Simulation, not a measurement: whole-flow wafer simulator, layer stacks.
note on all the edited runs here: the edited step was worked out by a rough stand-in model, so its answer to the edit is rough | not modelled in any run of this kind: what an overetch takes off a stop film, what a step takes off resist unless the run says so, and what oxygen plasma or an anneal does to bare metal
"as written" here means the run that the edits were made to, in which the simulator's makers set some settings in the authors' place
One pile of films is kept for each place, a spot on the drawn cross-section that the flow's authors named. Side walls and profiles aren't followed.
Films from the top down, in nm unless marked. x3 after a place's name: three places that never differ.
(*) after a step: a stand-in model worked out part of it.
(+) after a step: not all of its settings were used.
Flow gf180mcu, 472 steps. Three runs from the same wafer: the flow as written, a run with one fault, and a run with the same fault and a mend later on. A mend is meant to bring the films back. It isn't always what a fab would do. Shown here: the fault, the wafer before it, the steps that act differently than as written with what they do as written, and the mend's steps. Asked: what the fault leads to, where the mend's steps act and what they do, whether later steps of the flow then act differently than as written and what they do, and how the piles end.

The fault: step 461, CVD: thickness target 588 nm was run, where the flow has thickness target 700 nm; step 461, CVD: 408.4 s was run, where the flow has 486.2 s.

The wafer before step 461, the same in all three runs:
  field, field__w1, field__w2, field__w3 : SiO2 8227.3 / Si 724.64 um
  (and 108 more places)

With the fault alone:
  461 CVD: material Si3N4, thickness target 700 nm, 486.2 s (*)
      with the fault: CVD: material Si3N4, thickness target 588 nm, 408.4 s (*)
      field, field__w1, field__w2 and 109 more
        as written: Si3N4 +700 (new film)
        with the fault: Si3N4 +588 (new film)
  Later steps of the flow that act differently than as written (4 more steps differ only slightly, by at most 2% or 0.5 nm, whichever is larger, and aren't shown):
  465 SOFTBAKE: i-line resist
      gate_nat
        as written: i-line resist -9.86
        with the fault: i-line resist -9.34
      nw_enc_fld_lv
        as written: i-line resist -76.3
        with the fault: i-line resist -74.7
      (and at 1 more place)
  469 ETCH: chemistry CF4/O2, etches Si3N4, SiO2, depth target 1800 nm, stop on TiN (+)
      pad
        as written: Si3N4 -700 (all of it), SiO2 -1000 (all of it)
        with the fault: Si3N4 -588 (all of it), SiO2 -1000 (all of it)
  At the end the piles differ from the flow's by more than 2% or 0.5 nm, whichever is larger, at field, field__w1, field__w2 and 108 more.
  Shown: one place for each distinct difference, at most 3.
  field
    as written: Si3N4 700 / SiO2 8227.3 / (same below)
    with the fault: Si3N4 588 / SiO2 8227.3 / (same below)
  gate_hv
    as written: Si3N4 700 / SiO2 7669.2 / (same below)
    with the fault: Si3N4 588 / SiO2 7669.2 / (same below)
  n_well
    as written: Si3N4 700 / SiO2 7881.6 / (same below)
    with the fault: Si3N4 588 / SiO2 7881.6 / (same below)

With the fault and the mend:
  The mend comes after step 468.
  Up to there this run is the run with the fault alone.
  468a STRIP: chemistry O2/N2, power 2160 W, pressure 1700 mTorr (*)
      iso_ptap_pw, iso_ntap_nw, iso_nw_fld and 33 more
        i-line resist -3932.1 (all of it)
      p_well, sti, spacer, sd_n, mim_1p0, dice_street
        i-line resist -3938.2 (all of it)
      n_well, sd_p, nw_enc_fld_lv__w3
        i-line resist -3976.5 (all of it)
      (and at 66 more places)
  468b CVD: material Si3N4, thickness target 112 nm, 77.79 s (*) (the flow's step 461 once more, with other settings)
      field, field__w1, field__w2 and 109 more
        Si3N4 +112.1
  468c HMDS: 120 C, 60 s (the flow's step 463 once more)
      changes no film at any place that is followed
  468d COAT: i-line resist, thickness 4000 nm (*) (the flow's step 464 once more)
      iso_ptap_pw, iso_ntap_nw, iso_nw_fld and 33 more
        i-line resist +4000 (new film)
      p_well, sti, spacer, sd_n, mim_1p0, dice_street
        i-line resist +4006.3 (new film)
      field__w5, field__w9, field__w11, gate_p_hv, nplus_u
        i-line resist +4017 (new film)
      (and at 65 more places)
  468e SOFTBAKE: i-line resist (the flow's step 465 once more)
      field__w2, field_sub__w3, field_sub__w4
        i-line resist +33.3
      field__w11, field__w13, ppoly_u
        i-line resist +37.5
      field__w6, field_sub
        i-line resist +32.7
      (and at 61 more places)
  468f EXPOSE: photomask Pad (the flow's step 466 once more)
      changes no film at any place that is followed
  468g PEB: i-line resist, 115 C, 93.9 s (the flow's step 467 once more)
      iso_ptap_pw, iso_ntap_nw, iso_nw_fld and 33 more
        i-line resist -67.9
      field, field__w2, field__w3 and 25 more
        i-line resist -68.8
      field_sub, field_sub__w1, field_sub__w2 and 23 more
        i-line resist -68.7
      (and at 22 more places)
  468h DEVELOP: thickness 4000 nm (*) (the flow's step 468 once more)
      field__w12, field_sub__w1, field_sub__w3 and 21 more
        i-line resist -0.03
      pad
        i-line resist -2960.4 (all of it)
  No later step of the flow acts differently than as written, at any place that is followed, by more than 2% or 0.5 nm, whichever is larger.
  At the end the piles differ from the flow's only slightly at the places that both follow, by at most 2% or 0.5 nm, whichever is larger.
